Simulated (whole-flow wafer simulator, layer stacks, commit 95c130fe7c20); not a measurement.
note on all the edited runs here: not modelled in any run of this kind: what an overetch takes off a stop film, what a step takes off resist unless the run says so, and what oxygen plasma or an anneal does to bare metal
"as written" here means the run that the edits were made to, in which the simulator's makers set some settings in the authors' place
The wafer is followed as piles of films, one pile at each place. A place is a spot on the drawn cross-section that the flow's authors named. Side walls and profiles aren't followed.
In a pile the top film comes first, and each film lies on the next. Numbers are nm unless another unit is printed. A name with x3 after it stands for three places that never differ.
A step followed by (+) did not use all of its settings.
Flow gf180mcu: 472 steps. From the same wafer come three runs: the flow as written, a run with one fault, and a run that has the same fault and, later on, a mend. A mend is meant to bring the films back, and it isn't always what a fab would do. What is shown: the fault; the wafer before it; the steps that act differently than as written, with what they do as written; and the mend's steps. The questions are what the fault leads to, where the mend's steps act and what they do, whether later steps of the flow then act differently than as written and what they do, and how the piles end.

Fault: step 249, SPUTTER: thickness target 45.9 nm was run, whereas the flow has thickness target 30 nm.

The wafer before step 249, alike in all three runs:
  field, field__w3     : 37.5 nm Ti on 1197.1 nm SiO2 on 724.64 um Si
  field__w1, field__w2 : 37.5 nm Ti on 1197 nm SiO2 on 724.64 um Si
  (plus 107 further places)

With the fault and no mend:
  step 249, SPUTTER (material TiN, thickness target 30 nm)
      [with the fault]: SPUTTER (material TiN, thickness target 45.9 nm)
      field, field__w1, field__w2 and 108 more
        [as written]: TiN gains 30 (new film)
        [with the fault]: TiN gains 45.9 (new film)
  Steps further on in the flow that do not act as written:
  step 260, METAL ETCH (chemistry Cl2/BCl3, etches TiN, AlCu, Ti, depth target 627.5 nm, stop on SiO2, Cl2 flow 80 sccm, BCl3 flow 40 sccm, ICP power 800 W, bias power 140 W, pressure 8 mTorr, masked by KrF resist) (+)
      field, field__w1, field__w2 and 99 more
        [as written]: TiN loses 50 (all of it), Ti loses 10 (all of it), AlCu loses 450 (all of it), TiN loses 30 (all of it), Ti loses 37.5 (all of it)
        [with the fault]: TiN loses 50 (all of it), Ti loses 10 (all of it), AlCu loses 450 (all of it), TiN loses 45.9 (all of it), Ti loses 37.5 (all of it)
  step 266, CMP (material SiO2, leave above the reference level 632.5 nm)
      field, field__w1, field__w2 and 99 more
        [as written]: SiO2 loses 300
        [with the fault]: SiO2 loses 284.1
  The piles end different from the flow's at field__w8, contact, m1 and 6 more by more than 2% or 0.5 nm, whichever is larger.
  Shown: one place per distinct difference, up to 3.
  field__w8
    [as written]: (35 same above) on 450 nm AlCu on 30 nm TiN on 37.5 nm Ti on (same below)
    [with the fault]: (35 same above) on 450 nm AlCu on 45.9 nm TiN on 37.5 nm Ti on (same below)
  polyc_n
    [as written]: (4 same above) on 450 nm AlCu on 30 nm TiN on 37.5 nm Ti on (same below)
    [with the fault]: (4 same above) on 450 nm AlCu on 45.9 nm TiN on 37.5 nm Ti on (same below)
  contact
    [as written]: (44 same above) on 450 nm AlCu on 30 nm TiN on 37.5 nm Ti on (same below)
    [with the fault]: (44 same above) on 450 nm AlCu on 45.9 nm TiN on 37.5 nm Ti on (same below)

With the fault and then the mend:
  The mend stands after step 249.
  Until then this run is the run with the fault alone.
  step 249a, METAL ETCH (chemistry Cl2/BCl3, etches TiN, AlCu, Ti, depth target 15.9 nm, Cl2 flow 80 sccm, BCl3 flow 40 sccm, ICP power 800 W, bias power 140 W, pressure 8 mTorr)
      field, field__w1, field__w2 and 108 more
        TiN loses 15.9
  None of the later steps of the flow acts differently than as written at any place that is followed.
  The piles end the same as the flow's at every place that both follow.
